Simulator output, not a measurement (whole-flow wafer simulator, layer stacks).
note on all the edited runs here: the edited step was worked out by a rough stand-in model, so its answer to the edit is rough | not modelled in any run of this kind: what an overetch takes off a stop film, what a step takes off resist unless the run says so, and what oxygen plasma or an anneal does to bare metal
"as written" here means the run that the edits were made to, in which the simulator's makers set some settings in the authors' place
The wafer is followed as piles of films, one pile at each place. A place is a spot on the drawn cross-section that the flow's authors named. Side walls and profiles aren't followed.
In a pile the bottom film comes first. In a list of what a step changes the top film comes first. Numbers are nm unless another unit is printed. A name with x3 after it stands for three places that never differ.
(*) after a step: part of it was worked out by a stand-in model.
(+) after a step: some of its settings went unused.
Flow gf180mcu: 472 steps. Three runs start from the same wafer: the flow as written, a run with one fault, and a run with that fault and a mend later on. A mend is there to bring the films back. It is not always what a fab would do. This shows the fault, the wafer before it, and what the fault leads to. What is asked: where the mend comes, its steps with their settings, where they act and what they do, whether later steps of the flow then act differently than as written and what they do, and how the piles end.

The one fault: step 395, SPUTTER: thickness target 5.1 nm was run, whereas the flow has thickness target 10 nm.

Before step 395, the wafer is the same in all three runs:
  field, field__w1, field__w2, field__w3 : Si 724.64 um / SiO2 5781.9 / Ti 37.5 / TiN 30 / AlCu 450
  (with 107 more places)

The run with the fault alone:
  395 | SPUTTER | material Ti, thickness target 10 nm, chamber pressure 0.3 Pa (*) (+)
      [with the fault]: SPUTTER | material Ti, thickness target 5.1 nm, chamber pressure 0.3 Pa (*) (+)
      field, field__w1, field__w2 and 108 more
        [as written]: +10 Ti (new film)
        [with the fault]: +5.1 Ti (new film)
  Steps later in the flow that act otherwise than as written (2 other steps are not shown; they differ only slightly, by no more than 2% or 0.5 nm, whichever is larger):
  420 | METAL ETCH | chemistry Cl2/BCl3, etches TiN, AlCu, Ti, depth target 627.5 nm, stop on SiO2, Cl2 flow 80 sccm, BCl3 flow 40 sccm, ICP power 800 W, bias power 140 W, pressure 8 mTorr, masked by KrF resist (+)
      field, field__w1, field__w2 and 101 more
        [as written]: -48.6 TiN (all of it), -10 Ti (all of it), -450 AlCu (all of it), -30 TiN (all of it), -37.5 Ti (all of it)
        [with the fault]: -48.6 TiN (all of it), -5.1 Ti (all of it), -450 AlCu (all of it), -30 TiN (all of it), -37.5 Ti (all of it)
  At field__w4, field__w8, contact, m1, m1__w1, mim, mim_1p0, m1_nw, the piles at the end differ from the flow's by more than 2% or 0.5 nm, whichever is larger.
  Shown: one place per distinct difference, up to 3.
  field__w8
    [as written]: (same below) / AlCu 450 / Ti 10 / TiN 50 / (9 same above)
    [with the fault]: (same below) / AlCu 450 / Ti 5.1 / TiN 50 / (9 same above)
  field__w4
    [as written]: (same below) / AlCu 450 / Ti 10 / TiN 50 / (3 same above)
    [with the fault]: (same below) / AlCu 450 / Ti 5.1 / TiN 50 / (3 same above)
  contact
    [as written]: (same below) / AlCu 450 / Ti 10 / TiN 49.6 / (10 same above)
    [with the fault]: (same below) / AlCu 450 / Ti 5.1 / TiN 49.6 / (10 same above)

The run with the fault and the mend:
  The mend stands after step 395.
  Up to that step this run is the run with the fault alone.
  395a | SPUTTER | material Ti, thickness target 4.9 nm, chamber pressure 0.3 Pa (*) (+) (the flow's step 395 again, with other settings)
      field, field__w1, field__w2 and 108 more
        +4.9 Ti
  Every later step of the flow that is run acts as written at every place that is followed.
  By the end, the piles equal the flow's at every place that both follow.
